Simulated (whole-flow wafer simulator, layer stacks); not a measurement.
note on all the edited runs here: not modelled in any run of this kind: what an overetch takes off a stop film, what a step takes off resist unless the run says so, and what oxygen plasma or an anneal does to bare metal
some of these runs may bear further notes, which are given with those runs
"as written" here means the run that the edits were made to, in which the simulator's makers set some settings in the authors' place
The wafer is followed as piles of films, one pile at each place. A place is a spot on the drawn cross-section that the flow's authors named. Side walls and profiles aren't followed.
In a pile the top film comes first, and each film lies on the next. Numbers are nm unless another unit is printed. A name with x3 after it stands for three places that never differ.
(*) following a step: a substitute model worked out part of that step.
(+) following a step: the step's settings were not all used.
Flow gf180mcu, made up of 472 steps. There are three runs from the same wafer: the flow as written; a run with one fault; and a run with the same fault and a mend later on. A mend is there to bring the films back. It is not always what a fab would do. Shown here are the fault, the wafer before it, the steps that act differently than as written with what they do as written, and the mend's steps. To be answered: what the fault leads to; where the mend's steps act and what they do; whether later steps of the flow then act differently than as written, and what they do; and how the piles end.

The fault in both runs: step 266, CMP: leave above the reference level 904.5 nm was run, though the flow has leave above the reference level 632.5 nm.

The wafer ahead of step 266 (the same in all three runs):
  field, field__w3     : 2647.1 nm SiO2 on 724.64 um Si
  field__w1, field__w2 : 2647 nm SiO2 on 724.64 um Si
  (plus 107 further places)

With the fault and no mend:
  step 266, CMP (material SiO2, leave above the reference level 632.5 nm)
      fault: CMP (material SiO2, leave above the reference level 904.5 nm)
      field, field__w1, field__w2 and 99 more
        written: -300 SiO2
        fault: -28 SiO2
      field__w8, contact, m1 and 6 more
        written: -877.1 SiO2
        fault: -605.1 SiO2
  Steps later in the flow that act otherwise than as written:
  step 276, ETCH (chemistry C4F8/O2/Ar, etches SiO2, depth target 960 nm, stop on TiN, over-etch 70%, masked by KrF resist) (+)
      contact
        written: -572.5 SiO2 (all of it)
        fault: -844.5 SiO2 (all of it)
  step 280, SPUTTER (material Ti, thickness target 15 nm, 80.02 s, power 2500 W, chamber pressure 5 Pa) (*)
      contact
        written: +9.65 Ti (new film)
        fault: +8.25 Ti (new film)
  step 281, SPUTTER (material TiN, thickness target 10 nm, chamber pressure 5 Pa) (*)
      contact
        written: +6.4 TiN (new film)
        fault: +5.46 TiN (new film)
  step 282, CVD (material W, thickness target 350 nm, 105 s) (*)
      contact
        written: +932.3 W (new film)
        fault: +1206.6 W (new film)
  By the end, the piles at field, field__w1, field__w2 and 109 more depart from the flow's by more than 2% or 0.5 nm, whichever is larger.
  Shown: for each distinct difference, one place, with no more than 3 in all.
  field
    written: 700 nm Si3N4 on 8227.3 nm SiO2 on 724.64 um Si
    fault: 700 nm Si3N4 on 8499.3 nm SiO2 on 724.64 um Si
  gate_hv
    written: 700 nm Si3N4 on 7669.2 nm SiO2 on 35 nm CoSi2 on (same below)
    fault: 700 nm Si3N4 on 7941.2 nm SiO2 on 35 nm CoSi2 on (same below)
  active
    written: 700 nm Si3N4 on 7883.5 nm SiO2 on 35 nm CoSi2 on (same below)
    fault: 700 nm Si3N4 on 8155.5 nm SiO2 on 35 nm CoSi2 on (same below)

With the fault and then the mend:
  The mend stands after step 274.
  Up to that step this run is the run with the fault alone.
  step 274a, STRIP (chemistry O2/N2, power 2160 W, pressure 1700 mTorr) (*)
      field, field__w1, field__w2 and 107 more
        -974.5 KrF resist (all of it), -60 anti-reflective coat (all of it)
      contact
        -60 anti-reflective coat (all of it)
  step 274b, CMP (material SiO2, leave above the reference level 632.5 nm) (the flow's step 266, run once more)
      field, field__w1, field__w2 and 108 more
        -272 SiO2
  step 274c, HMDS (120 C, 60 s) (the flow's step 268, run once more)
      does not change any film at any place that is followed
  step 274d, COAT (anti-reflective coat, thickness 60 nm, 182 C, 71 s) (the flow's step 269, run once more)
      field, field__w1, field__w2 and 108 more
        +60 anti-reflective coat (new film)
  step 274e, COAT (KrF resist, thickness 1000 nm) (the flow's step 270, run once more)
      field, field__w1, field__w2 and 108 more
        +1000 KrF resist (new film)
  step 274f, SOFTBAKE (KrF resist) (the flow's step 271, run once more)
      does not change any film at any place that is followed
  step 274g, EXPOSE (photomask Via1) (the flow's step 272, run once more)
      does not change any film at any place that is followed
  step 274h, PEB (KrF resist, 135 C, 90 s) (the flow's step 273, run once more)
      field, field__w1, field__w2 and 108 more
        -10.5 KrF resist
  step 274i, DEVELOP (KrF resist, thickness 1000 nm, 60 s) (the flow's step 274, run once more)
      field, field__w1, field__w2 and 107 more
        -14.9 KrF resist
      contact
        -989.5 KrF resist (all of it)
  Later steps of the flow that are run all act as written at every place that is followed.
  At every place that both follow, the piles at the end match the flow's.
